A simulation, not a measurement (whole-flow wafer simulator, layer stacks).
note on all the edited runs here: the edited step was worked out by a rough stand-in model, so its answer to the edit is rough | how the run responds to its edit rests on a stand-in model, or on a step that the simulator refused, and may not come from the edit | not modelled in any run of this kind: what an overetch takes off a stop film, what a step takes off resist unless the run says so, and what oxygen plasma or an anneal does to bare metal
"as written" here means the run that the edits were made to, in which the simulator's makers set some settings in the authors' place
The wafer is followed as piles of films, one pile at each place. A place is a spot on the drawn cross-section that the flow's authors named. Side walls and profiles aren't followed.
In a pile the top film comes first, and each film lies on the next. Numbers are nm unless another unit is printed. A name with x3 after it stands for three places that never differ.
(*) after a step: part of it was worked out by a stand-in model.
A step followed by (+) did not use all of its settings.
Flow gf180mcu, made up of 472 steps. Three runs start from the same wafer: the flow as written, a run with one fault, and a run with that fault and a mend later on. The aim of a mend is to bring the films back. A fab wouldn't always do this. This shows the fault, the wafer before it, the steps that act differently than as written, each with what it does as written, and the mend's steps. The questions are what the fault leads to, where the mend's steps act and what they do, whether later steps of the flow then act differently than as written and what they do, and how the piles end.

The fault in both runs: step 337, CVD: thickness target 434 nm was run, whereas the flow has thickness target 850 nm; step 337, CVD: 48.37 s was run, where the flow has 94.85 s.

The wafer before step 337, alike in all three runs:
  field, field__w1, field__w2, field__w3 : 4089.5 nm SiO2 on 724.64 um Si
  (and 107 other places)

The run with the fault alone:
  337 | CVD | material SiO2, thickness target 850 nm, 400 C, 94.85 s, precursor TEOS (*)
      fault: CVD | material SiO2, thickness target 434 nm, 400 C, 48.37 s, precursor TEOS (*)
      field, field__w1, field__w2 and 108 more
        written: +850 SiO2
        fault: +442.4 SiO2
  Later steps of the flow acting differently than as written (2 other steps are not shown; they differ only slightly, by no more than 2% or 0.5 nm, whichever is larger):
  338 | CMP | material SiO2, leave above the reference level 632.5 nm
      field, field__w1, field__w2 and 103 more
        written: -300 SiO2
        fault: nothing
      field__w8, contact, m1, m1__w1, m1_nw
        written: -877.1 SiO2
        fault: -469.5 SiO2
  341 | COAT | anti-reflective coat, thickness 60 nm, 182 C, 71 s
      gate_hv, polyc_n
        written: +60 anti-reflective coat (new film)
        fault: +53.1 anti-reflective coat (new film)
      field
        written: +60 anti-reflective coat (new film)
        fault: +103.2 anti-reflective coat (new film)
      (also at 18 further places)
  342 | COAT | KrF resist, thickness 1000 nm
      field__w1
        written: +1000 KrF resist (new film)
        fault: +979.2 KrF resist (new film)
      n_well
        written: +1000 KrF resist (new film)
        fault: +972.5 KrF resist (new film)
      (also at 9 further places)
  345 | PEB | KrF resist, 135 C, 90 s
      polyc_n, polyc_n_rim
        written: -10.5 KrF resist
        fault: -11.4 KrF resist
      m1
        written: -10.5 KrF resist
        fault: -9.63 KrF resist
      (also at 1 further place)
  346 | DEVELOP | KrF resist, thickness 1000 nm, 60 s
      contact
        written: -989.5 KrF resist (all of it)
        fault: -941.4 KrF resist (all of it)
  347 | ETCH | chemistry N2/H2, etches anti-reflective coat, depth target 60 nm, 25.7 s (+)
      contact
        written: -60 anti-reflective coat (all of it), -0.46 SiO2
        fault: -22.8 anti-reflective coat (all of it), -1.42 SiO2
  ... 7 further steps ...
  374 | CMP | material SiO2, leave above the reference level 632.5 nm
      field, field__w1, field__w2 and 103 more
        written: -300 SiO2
        fault: -287.7 SiO2
  At field, field__w1, field__w2 and 109 more, the piles at the end differ from the flow's by more than 2% or 0.5 nm, whichever is larger.
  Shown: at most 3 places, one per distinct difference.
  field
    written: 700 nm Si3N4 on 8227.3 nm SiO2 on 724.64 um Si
    fault: 700 nm Si3N4 on 3603.9 nm SiO2 on 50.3 nm W on 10 nm TiN on 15 nm Ti on 4531.9 nm SiO2 on 724.64 um Si
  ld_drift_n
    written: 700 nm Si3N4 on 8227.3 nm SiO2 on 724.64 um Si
    fault: 700 nm Si3N4 on 3603.9 nm SiO2 on 50.3 nm W on 10 nm TiN on 15 nm Ti on 4531.8 nm SiO2 on 724.64 um Si
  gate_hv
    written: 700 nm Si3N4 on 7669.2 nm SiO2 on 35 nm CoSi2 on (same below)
    fault: 700 nm Si3N4 on 3603.9 nm SiO2 on 50.3 nm W on 10 nm TiN on 15 nm Ti on 3973.7 nm SiO2 on 35 nm CoSi2 on (same below)

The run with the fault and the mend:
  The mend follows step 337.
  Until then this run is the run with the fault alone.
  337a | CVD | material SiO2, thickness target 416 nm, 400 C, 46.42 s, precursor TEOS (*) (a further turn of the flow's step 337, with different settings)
      field, field__w1, field__w2 and 108 more
        +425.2 SiO2
  Later steps of the flow acting differently than as written:
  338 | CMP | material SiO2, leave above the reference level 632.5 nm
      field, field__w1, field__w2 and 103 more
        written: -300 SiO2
        mend: -317.6 SiO2
  The piles end the same as the flow's at every place that both follow.
